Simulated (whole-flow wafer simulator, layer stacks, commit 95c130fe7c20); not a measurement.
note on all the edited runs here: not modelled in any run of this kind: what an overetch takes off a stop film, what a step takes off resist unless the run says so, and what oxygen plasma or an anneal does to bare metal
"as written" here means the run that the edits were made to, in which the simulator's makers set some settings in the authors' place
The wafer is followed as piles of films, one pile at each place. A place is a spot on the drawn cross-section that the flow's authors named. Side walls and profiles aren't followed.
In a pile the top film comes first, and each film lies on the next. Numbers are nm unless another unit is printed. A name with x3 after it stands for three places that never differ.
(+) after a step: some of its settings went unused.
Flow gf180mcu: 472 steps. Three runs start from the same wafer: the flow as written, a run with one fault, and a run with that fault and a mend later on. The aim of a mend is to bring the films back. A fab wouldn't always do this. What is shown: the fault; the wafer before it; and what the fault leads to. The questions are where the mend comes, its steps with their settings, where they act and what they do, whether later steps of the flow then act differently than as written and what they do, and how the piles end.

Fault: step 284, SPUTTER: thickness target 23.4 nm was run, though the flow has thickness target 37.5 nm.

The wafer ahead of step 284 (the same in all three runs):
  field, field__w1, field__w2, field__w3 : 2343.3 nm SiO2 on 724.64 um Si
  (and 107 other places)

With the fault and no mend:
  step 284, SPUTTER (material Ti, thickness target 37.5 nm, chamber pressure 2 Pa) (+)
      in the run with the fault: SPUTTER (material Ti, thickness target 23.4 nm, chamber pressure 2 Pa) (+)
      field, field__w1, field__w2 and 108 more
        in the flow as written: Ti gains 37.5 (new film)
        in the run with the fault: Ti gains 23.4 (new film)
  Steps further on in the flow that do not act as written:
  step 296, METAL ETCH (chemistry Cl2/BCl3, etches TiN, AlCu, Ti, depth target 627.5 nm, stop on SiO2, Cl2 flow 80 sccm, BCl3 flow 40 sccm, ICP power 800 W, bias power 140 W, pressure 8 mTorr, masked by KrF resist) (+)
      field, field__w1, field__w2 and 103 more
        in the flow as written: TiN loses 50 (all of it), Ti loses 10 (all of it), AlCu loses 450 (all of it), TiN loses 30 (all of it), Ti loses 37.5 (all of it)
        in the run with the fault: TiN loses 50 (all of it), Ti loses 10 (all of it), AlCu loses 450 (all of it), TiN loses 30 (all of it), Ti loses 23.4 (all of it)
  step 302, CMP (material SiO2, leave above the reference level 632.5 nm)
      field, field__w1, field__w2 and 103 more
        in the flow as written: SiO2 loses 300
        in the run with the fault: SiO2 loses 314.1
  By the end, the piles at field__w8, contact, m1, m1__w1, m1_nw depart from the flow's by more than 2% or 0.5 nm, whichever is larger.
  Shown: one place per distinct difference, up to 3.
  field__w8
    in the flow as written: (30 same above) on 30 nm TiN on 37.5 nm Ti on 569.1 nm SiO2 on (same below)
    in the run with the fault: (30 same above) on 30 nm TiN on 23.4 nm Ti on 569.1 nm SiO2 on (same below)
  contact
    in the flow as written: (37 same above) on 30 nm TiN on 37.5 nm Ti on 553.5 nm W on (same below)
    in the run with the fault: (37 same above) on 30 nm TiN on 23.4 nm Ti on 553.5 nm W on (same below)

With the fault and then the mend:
  The mend follows step 284.
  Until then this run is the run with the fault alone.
  step 284a, SPUTTER (material Ti, thickness target 14.1 nm, chamber pressure 2 Pa) (+) (a further turn of the flow's step 284, with different settings)
      field, field__w1, field__w2 and 108 more
        Ti gains 14.1
  Every later step of the flow that is run acts as written at every place that is followed.
  At every place that both follow, the piles at the end match the flow's.
